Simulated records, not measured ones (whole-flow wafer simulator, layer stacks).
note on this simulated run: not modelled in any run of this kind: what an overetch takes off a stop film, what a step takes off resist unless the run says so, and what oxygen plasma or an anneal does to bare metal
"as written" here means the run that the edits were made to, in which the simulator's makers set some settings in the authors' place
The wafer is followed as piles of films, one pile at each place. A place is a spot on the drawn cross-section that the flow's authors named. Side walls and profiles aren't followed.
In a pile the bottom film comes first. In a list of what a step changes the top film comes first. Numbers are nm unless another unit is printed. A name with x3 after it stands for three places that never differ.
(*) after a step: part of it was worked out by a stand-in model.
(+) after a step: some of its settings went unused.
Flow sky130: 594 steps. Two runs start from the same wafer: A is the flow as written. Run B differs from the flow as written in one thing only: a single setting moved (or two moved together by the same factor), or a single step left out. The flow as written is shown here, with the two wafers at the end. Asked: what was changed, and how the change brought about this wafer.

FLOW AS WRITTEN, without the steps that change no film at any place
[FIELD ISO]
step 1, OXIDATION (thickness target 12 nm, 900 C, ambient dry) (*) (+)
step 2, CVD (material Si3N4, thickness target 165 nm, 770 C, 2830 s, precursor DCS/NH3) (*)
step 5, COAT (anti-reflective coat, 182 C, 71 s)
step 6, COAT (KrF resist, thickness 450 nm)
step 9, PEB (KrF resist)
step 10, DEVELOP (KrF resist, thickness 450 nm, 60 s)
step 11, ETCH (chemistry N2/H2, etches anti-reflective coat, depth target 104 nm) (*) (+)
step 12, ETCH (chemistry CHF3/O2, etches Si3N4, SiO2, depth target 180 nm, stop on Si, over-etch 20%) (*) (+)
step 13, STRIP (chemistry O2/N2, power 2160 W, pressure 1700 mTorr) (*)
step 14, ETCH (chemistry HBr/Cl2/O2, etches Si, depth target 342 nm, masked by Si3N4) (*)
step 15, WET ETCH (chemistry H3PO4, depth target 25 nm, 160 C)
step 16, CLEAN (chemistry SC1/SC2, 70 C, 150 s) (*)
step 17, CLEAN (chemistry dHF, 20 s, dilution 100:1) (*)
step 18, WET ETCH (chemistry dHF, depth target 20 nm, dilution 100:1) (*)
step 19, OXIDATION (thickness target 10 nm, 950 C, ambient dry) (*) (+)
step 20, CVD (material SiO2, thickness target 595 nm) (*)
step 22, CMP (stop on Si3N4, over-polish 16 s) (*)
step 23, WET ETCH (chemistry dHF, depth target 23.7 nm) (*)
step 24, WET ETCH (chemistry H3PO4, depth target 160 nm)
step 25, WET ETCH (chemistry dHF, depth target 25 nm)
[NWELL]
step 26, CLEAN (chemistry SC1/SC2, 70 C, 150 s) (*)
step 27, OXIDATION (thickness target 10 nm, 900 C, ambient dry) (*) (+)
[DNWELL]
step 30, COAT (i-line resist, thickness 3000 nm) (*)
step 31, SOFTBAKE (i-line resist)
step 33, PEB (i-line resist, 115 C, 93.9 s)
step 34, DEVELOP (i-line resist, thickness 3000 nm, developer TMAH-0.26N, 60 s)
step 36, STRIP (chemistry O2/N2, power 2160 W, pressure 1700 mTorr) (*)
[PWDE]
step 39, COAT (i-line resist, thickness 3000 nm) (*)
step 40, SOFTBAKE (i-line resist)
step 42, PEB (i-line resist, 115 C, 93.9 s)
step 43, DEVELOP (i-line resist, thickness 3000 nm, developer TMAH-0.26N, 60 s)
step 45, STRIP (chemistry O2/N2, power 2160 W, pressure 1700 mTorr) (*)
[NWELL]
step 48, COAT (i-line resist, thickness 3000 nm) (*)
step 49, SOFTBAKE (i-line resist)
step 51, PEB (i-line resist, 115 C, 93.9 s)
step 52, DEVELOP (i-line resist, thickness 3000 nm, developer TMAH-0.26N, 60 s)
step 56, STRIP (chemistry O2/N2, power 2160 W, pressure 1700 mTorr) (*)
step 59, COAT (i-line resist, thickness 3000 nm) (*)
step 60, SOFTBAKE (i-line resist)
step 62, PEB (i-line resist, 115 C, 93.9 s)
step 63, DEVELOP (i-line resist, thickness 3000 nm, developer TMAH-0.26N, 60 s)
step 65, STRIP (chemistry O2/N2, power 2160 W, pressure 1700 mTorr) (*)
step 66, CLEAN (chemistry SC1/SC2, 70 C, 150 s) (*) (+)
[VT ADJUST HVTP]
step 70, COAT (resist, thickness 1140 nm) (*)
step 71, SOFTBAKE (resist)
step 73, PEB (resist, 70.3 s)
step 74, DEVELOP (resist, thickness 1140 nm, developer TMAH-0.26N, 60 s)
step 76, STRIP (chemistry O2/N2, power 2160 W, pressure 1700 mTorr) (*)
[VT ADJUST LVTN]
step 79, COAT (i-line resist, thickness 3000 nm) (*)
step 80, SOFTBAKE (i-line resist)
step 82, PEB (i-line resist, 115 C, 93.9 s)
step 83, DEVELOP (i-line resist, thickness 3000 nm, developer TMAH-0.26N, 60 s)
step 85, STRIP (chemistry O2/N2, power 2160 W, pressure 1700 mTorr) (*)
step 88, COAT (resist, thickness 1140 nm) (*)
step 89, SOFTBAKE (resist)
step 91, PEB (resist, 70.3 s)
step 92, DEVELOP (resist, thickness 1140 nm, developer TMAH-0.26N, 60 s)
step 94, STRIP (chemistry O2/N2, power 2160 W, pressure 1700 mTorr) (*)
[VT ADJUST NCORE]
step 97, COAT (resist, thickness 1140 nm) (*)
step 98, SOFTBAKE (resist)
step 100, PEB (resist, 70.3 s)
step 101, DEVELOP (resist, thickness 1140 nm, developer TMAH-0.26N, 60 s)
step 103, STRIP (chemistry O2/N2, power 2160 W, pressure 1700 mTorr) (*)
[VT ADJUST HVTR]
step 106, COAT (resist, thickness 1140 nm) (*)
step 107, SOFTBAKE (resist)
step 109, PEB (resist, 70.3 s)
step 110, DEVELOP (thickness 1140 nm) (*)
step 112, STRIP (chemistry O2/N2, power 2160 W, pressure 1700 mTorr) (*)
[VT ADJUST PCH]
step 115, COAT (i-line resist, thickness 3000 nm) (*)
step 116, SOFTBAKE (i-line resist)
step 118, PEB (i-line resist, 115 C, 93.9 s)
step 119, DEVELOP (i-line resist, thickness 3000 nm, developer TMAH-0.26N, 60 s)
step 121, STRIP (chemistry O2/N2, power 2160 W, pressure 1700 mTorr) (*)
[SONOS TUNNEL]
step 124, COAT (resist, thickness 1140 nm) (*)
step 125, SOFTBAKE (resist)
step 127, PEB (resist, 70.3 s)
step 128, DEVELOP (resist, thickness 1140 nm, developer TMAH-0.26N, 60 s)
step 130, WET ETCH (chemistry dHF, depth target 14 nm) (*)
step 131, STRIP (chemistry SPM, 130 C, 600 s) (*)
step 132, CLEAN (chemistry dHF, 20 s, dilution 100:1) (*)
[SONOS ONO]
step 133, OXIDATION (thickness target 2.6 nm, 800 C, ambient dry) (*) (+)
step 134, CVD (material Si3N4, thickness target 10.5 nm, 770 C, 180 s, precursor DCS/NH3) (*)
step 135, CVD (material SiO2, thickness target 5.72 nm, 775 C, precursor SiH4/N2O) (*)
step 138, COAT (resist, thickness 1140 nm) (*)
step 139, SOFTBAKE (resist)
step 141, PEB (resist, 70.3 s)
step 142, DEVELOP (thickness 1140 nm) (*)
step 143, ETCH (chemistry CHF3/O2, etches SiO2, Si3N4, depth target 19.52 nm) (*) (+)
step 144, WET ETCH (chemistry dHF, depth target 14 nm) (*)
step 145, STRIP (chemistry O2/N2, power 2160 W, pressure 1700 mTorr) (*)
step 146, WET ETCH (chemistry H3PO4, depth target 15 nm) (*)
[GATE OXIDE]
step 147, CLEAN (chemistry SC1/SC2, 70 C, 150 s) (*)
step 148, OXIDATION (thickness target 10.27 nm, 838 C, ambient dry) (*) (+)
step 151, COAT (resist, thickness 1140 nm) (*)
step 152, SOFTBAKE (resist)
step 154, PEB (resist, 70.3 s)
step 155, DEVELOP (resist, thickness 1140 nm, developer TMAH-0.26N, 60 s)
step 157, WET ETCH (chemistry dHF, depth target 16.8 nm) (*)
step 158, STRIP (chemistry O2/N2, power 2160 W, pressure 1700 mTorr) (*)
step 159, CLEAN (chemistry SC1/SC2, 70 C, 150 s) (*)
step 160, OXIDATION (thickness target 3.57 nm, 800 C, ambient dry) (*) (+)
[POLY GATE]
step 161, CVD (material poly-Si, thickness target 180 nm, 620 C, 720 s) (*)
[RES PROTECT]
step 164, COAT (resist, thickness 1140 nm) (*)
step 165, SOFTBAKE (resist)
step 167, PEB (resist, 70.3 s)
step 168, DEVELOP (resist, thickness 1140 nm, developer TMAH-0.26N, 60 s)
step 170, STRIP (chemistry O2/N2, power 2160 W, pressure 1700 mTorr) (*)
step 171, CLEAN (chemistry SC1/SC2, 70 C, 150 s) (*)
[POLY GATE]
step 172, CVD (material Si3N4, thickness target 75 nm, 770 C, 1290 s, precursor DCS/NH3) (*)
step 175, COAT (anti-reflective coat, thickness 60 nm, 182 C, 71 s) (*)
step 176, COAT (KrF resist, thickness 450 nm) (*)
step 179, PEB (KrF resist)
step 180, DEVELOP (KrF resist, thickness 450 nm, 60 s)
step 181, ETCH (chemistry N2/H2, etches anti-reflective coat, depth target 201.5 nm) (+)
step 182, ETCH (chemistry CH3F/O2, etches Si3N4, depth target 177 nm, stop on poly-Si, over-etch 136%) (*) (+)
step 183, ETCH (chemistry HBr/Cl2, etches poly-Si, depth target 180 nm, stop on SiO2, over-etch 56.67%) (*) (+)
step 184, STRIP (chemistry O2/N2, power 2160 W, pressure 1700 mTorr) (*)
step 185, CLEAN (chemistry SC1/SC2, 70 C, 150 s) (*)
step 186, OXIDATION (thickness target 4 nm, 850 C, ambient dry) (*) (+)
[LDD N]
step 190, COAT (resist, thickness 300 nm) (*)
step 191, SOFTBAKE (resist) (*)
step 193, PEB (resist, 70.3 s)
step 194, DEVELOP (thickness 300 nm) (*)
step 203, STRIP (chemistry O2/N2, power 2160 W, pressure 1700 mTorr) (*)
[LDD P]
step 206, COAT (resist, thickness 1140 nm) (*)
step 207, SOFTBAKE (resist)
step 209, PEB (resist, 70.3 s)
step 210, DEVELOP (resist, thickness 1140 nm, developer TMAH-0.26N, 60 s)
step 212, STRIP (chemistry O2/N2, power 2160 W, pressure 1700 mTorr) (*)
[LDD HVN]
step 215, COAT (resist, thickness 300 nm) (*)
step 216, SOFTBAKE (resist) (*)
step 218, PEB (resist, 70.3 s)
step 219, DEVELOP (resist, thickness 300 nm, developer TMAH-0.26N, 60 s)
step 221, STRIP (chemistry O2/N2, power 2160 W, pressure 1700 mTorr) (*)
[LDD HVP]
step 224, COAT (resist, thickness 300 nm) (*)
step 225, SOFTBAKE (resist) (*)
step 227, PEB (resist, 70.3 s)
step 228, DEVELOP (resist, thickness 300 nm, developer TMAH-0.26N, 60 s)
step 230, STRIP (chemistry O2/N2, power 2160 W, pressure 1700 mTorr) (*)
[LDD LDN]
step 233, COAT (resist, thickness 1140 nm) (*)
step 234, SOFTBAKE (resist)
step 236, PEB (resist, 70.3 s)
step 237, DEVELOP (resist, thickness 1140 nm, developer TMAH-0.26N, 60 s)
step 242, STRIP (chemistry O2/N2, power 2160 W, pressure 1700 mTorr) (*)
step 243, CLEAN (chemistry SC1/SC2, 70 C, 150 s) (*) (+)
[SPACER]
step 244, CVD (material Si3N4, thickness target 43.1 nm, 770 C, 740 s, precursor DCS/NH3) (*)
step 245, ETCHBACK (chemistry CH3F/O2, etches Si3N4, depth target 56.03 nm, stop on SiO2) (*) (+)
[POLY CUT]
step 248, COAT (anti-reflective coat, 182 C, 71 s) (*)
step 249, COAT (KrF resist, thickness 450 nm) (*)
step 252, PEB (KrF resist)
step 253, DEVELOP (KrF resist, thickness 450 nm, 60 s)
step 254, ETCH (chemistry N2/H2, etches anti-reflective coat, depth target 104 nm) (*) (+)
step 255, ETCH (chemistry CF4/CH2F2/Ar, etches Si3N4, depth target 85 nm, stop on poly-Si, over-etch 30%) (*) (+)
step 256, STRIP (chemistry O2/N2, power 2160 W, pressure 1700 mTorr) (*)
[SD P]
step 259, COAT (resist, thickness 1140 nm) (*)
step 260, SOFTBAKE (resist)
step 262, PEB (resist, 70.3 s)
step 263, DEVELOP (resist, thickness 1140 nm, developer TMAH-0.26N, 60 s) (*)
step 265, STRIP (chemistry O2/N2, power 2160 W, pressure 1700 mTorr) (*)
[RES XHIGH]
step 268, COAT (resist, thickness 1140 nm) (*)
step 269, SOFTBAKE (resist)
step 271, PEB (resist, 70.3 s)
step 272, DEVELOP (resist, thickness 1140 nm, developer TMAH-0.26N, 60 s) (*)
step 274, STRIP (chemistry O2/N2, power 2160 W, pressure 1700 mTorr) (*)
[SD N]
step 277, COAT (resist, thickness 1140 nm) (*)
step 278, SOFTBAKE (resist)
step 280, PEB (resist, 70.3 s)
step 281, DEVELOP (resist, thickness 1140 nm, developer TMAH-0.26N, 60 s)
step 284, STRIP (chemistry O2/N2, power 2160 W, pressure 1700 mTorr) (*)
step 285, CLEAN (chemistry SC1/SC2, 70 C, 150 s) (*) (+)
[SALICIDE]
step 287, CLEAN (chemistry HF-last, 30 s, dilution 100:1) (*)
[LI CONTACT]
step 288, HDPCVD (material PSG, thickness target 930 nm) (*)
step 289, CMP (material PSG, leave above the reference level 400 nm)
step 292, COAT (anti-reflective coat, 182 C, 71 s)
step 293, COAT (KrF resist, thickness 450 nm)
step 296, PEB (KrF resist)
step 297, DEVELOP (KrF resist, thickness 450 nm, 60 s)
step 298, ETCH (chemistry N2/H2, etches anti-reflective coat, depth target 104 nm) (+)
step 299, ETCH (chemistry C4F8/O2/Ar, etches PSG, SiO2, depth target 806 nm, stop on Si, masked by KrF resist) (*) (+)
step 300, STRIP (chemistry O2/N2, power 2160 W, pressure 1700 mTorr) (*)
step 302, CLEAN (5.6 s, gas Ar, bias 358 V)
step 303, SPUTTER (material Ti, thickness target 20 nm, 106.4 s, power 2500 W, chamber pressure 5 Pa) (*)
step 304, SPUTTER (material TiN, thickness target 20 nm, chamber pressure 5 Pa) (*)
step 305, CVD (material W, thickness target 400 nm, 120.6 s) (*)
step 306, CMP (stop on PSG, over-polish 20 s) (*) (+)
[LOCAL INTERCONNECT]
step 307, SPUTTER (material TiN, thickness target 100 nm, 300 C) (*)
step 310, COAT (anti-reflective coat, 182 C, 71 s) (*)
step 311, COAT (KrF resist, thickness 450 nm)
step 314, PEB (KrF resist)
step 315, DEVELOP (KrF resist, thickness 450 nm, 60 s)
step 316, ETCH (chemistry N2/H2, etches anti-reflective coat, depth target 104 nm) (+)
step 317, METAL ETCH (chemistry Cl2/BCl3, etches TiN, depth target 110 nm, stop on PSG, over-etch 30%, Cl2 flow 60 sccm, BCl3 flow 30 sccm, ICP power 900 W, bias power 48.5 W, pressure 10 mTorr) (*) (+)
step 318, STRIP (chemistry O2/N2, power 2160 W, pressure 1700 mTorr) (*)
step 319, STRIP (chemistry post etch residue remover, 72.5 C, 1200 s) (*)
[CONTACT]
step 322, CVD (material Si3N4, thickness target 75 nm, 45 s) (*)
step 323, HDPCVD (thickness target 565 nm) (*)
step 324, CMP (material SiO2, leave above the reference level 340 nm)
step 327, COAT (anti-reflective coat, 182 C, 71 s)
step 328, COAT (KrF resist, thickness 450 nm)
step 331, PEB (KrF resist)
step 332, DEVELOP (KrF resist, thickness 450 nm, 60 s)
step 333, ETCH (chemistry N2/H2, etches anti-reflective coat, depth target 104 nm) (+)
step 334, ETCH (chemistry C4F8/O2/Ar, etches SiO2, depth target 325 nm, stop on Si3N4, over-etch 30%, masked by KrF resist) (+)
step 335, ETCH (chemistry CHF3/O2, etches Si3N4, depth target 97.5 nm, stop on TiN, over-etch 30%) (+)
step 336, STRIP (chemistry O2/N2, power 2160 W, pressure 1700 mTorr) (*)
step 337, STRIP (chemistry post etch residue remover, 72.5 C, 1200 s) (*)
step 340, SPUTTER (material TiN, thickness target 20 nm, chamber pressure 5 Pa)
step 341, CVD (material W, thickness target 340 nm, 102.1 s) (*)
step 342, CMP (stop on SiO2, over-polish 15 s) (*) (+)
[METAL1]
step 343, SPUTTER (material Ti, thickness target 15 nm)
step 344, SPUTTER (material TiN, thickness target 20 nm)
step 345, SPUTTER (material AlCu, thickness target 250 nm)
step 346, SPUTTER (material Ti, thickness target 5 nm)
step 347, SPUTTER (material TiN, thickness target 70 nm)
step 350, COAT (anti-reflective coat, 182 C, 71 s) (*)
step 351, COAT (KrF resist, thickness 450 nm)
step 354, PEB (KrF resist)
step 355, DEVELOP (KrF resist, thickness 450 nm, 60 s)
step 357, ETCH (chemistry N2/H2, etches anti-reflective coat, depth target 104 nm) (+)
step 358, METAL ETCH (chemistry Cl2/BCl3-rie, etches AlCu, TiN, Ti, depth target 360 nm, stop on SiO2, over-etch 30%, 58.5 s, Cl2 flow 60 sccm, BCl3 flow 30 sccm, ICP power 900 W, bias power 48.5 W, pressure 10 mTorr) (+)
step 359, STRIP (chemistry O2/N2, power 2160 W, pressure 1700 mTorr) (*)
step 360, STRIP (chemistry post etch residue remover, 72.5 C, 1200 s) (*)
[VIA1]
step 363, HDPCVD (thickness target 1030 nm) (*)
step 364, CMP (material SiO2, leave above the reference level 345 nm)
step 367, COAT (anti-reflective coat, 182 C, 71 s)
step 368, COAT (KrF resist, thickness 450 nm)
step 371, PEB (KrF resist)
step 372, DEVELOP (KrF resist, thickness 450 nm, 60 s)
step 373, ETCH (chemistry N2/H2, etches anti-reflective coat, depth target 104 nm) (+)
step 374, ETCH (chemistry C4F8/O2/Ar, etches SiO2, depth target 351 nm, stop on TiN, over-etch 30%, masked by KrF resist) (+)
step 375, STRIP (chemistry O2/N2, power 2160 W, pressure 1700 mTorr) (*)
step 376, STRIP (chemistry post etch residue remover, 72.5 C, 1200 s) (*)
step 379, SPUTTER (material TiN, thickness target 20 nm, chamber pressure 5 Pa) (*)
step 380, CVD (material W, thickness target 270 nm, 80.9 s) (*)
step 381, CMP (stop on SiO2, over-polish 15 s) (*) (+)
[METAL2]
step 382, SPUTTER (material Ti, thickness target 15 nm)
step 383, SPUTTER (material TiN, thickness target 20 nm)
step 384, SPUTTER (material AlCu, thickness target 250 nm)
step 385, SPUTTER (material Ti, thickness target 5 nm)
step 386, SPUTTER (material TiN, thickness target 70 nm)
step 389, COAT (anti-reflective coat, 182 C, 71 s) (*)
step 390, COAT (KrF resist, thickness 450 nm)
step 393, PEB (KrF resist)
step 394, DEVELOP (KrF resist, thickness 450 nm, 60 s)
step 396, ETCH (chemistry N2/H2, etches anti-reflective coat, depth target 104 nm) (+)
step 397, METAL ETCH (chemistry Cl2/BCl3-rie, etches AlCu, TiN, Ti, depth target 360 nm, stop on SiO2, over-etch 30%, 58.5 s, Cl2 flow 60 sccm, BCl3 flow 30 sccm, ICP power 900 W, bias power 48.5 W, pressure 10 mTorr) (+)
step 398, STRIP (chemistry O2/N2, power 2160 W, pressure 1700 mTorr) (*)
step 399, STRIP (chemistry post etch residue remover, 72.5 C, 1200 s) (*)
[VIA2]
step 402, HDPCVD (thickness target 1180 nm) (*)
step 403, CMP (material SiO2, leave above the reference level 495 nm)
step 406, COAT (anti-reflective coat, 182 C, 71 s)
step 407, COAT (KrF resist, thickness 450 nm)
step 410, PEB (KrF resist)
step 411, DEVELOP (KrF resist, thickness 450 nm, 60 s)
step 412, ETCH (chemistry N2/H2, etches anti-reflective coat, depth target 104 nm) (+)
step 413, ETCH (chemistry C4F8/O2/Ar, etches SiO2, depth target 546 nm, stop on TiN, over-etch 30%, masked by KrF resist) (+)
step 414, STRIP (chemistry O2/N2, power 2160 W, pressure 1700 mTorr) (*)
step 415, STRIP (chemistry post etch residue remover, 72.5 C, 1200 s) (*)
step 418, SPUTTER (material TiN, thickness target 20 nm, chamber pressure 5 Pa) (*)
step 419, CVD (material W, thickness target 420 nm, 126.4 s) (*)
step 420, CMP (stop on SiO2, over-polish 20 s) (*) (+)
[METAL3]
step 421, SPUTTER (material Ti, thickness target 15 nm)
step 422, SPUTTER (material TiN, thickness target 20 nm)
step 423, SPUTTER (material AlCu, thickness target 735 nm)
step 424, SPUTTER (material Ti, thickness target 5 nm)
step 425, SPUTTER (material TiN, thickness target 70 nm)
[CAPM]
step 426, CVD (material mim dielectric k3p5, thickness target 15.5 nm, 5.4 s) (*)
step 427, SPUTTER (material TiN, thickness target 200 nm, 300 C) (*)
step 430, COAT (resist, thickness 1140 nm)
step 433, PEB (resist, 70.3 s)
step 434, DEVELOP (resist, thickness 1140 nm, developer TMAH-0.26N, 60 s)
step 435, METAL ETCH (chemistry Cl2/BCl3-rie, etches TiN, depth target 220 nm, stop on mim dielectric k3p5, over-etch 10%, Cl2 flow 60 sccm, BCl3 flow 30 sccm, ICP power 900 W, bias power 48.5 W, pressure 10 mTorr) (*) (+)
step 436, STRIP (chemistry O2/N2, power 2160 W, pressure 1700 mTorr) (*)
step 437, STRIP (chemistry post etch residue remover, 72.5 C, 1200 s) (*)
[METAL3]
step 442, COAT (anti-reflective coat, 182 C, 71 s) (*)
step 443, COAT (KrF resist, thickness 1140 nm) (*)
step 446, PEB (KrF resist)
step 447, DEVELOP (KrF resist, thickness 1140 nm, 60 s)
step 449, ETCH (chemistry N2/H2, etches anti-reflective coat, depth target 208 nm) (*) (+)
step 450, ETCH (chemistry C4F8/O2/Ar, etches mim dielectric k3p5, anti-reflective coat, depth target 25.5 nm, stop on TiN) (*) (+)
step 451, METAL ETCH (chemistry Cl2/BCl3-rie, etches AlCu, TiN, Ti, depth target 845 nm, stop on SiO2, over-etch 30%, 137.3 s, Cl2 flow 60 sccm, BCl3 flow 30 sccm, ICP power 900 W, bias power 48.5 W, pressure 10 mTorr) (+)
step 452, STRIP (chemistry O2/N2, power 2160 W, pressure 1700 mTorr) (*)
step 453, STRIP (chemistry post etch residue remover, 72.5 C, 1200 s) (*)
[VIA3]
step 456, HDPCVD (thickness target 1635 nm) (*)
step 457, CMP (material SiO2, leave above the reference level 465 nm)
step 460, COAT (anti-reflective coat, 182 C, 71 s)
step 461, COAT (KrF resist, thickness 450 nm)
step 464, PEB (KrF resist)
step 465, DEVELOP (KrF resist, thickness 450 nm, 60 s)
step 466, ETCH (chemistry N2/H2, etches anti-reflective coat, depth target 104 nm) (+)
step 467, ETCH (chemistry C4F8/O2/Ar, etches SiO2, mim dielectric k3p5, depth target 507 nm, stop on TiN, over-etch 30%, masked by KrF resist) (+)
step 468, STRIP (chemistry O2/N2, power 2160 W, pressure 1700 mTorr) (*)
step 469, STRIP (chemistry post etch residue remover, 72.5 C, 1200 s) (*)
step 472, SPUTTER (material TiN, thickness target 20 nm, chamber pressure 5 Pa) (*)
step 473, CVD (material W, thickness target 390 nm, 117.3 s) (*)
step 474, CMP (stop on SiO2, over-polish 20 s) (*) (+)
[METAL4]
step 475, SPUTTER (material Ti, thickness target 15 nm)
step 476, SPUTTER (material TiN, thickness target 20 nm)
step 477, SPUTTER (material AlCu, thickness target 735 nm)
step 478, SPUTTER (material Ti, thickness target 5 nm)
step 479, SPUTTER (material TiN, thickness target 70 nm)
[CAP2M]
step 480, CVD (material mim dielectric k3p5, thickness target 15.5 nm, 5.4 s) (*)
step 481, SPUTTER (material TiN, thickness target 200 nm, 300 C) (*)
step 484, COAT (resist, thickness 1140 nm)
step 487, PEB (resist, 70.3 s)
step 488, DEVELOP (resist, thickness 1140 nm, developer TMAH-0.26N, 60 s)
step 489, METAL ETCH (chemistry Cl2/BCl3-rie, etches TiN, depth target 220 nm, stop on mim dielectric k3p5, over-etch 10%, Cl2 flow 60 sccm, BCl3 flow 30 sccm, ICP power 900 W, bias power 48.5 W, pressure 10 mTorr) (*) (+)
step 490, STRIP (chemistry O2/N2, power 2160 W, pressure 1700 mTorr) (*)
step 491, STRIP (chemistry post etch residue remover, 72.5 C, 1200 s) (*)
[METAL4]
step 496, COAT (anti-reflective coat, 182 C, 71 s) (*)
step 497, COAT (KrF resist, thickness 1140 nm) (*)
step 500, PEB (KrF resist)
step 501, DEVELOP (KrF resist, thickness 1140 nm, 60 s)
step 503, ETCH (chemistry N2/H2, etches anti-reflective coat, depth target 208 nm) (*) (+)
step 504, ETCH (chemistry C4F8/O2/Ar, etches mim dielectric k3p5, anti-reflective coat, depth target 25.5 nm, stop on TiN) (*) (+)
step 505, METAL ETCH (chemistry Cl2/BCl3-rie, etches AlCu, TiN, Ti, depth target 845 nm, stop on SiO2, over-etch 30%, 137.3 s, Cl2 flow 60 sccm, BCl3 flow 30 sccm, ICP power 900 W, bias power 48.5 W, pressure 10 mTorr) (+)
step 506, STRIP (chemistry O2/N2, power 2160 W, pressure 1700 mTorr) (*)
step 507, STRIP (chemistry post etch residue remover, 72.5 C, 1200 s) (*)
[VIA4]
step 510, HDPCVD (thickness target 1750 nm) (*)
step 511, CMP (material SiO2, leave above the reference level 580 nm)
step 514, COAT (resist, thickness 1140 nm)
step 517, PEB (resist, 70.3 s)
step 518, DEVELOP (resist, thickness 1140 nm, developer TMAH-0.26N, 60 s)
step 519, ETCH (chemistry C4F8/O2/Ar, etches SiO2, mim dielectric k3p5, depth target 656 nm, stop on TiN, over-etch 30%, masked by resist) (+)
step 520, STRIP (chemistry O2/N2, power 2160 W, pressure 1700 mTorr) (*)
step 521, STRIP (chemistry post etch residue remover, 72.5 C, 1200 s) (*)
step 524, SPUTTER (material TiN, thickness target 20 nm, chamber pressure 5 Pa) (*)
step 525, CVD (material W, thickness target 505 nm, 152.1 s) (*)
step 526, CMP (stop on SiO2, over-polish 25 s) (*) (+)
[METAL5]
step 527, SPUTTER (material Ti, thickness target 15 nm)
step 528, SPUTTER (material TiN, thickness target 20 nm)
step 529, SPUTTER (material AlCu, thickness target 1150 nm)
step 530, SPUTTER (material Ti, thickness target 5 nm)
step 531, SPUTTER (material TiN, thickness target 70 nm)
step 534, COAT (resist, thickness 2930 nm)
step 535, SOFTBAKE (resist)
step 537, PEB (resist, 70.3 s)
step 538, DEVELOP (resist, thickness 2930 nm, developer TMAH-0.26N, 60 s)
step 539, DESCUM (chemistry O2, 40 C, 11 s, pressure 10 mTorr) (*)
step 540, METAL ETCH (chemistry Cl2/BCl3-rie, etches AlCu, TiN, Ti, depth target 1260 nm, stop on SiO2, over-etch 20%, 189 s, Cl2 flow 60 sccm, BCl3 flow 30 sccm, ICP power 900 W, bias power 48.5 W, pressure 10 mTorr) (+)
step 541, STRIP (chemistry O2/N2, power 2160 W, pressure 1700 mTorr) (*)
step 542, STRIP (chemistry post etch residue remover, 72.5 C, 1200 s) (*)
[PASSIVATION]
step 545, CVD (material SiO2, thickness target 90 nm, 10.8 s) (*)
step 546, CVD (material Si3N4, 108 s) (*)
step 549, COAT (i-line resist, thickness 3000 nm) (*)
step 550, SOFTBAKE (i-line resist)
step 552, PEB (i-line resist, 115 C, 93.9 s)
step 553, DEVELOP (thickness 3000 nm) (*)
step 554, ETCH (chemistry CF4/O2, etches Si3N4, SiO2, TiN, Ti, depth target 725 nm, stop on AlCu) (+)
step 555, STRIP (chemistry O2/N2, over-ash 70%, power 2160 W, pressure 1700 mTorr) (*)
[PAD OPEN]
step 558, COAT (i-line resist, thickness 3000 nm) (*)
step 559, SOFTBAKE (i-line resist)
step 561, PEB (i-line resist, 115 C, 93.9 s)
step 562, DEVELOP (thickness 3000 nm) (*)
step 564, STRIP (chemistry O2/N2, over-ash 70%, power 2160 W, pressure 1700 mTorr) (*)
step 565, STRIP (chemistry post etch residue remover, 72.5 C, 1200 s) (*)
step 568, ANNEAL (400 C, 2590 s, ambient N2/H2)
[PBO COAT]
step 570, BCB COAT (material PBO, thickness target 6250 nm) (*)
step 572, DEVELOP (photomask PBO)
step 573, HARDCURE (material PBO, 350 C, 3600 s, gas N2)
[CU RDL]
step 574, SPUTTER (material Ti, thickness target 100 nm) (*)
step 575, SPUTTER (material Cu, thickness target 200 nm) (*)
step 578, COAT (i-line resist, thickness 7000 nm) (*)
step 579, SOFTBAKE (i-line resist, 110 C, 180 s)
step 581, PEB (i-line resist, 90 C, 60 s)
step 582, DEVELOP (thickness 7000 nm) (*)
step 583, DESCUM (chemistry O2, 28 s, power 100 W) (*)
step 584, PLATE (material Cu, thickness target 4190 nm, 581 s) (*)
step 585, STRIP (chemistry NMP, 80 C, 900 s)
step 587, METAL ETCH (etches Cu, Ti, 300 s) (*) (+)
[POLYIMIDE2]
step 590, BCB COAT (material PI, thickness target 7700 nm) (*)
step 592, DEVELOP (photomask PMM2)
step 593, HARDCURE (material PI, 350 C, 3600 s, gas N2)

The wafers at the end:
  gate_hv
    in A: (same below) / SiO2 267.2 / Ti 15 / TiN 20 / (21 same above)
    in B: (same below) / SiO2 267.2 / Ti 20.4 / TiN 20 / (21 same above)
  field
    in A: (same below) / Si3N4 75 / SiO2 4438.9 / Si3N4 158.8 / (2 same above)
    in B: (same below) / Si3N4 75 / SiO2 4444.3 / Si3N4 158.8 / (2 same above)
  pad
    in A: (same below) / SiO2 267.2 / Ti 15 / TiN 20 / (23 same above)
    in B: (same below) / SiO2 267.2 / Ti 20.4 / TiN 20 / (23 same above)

Cause: step 382, SPUTTER: thickness target 20.4 nm was run, while the flow as written has thickness target 15 nm.
The wafer itself shows it: gate_hv has Ti 20.4, and step 382 as written asks for 15 nm.

Step by step, how the change led to this:
  step 382, SPUTTER (material Ti, thickness target 15 nm)
      field, active, n_well and 188 more: A +15 Ti (new film) | B +20.4 Ti (new film)
  step 397, METAL ETCH (chemistry Cl2/BCl3-rie, etches AlCu, TiN, Ti, depth target 360 nm, stop on SiO2, over-etch 30%, 58.5 s, Cl2 flow 60 sccm, BCl3 flow 30 sccm, ICP power 900 W, bias power 48.5 W, pressure 10 mTorr) (+)
      field, active, gate and 82 more: A -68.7 TiN (all of it), -5 Ti (all of it), -250 AlCu (all of it), -20 TiN (all of it), -15 Ti (all of it), -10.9 SiO2 | B -68.7 TiN (all of it), -5 Ti (all of it), -250 AlCu (all of it), -20 TiN (all of it), -20.4 Ti (all of it), -10.4 SiO2
